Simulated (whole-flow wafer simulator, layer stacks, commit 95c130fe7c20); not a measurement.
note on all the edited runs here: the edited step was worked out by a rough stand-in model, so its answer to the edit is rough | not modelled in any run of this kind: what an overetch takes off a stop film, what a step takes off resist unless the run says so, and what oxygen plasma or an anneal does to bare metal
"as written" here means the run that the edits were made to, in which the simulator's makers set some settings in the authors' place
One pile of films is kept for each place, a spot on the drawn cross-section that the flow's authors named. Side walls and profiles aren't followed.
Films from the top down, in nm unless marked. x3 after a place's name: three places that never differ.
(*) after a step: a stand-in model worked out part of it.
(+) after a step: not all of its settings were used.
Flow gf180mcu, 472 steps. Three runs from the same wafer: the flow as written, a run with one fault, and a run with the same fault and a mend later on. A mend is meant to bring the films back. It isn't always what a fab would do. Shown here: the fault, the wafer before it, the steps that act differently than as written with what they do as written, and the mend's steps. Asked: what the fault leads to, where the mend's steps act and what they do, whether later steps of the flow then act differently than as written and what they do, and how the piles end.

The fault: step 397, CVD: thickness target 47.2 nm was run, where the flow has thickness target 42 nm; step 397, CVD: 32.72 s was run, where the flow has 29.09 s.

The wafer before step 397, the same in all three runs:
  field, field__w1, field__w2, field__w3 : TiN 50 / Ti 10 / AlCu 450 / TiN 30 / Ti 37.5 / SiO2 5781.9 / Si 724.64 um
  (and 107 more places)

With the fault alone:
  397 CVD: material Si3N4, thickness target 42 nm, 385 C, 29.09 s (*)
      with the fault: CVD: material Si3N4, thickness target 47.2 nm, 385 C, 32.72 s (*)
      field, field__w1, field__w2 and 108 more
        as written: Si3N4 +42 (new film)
        with the fault: Si3N4 +47.2 (new film)
  Later steps of the flow that act differently than as written (5 more steps differ only slightly, by at most 2% or 0.5 nm, whichever is larger, and aren't shown):
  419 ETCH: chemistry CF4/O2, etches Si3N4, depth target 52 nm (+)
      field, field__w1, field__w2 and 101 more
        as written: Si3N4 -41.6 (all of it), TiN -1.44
        with the fault: Si3N4 -46.9 (all of it), TiN -0.71
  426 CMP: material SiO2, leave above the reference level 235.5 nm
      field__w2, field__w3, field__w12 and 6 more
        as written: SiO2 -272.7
        with the fault: SiO2 -267.2
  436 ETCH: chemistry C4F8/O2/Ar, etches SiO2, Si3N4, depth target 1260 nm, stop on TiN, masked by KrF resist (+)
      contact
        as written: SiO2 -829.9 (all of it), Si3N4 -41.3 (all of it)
        with the fault: SiO2 -829.9 (all of it), Si3N4 -46.5 (all of it)
  At the end the piles differ from the flow's by more than 2% or 0.5 nm, whichever is larger, at field__w4, field__w8, m1, m1__w1, mim, mim_1p0, m1_nw.
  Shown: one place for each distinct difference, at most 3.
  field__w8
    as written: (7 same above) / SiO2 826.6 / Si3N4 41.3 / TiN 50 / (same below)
    with the fault: (7 same above) / SiO2 826.6 / Si3N4 46.5 / TiN 50 / (same below)
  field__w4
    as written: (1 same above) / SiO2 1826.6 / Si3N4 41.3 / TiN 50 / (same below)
    with the fault: (1 same above) / SiO2 1826.6 / Si3N4 46.5 / TiN 50 / (same below)
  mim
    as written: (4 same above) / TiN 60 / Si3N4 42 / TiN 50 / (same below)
    with the fault: (4 same above) / TiN 60 / Si3N4 47.2 / TiN 50 / (same below)

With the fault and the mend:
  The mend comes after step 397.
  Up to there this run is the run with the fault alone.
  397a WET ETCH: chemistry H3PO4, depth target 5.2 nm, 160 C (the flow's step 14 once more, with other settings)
      field, field__w1, field__w2 and 108 more
        Si3N4 -5.2
  No later step of the flow acts differently than as written, at any place that is followed, by more than 2% or 0.5 nm, whichever is larger.
  At the end the piles differ from the flow's only slightly at the places that both follow, by at most 2% or 0.5 nm, whichever is larger.
